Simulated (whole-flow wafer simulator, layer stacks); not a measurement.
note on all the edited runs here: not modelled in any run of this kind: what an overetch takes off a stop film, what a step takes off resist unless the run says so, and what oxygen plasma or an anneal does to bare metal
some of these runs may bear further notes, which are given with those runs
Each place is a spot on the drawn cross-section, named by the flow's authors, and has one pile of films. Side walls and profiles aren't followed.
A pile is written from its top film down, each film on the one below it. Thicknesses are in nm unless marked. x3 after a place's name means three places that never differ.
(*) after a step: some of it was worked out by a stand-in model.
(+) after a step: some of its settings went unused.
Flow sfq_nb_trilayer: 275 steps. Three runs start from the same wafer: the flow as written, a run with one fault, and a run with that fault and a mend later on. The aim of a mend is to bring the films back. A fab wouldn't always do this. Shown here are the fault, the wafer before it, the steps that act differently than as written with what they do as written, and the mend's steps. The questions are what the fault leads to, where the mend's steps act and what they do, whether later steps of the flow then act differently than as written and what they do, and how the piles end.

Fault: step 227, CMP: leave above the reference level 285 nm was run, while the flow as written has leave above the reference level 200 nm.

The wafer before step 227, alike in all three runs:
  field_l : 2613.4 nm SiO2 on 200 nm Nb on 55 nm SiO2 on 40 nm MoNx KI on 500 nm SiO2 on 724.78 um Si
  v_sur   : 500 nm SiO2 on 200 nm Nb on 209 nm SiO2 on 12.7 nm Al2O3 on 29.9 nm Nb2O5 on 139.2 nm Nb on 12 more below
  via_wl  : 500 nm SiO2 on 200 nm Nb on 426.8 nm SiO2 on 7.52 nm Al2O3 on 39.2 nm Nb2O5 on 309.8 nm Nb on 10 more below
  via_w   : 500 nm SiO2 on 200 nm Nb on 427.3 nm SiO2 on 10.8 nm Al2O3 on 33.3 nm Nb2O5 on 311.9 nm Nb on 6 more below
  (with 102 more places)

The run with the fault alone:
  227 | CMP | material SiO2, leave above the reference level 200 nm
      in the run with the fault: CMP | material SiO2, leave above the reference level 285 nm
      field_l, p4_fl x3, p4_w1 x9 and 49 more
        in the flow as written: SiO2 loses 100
        in the run with the fault: SiO2 loses 15
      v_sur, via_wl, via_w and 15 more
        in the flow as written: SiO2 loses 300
        in the run with the fault: SiO2 loses 215
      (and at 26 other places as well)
  Steps further on in the flow that do not act as written (4 other steps are not shown; they differ only slightly, by no more than 2% or 0.5 nm, whichever is larger):
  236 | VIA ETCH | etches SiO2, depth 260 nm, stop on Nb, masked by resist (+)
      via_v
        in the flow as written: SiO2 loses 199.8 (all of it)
        in the run with the fault: SiO2 loses 260
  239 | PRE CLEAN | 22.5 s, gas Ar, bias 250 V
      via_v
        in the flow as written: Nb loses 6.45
        in the run with the fault: SiO2 loses 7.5
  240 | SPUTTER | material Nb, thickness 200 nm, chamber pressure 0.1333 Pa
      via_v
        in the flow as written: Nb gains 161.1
        in the run with the fault: Nb gains 146.9 (new film)
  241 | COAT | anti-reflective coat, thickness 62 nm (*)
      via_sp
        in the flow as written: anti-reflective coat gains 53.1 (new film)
        in the run with the fault: anti-reflective coat gains 50 (new film)
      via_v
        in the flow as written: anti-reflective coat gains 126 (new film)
        in the run with the fault: anti-reflective coat gains 129.5 (new film)
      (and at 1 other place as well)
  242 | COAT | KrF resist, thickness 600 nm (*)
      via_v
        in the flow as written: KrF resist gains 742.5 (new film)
        in the run with the fault: KrF resist gains 801.5 (new film)
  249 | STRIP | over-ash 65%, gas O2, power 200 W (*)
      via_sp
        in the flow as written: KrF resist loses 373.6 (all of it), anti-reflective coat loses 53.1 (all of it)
        in the run with the fault: KrF resist loses 369.5 (all of it), anti-reflective coat loses 50 (all of it)
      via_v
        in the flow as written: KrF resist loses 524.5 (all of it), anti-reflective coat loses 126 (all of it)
        in the run with the fault: KrF resist loses 583.4 (all of it), anti-reflective coat loses 129.5 (all of it)
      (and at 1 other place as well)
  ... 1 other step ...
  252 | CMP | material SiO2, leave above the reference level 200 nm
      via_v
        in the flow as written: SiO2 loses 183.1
        in the run with the fault: SiO2 loses 157.1
  The piles end different from the flow's at field_l, v_sur, via_wl and 103 more by more than 2% or 0.5 nm, whichever is larger.
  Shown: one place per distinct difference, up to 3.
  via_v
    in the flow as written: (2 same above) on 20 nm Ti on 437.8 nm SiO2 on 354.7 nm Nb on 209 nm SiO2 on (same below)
    in the run with the fault: (2 same above) on 20 nm Ti on 513.3 nm SiO2 on 146.9 nm Nb on 17.3 nm SiO2 on 200 nm Nb on 209 nm SiO2 on (same below)
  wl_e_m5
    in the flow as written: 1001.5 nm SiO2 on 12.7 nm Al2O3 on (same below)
    in the run with the fault: 1086.5 nm SiO2 on 12.7 nm Al2O3 on (same below)
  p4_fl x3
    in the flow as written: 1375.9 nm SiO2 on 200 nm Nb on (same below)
    in the run with the fault: 1460.9 nm SiO2 on 200 nm Nb on (same below)

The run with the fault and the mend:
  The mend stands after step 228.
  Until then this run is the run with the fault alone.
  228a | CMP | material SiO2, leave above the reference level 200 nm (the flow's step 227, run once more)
      field_l, v_sur, via_wl and 103 more
        SiO2 loses 85
  None of the later steps of the flow acts differently than as written at any place that is followed.
  At every place that both follow, the piles at the end match the flow's.
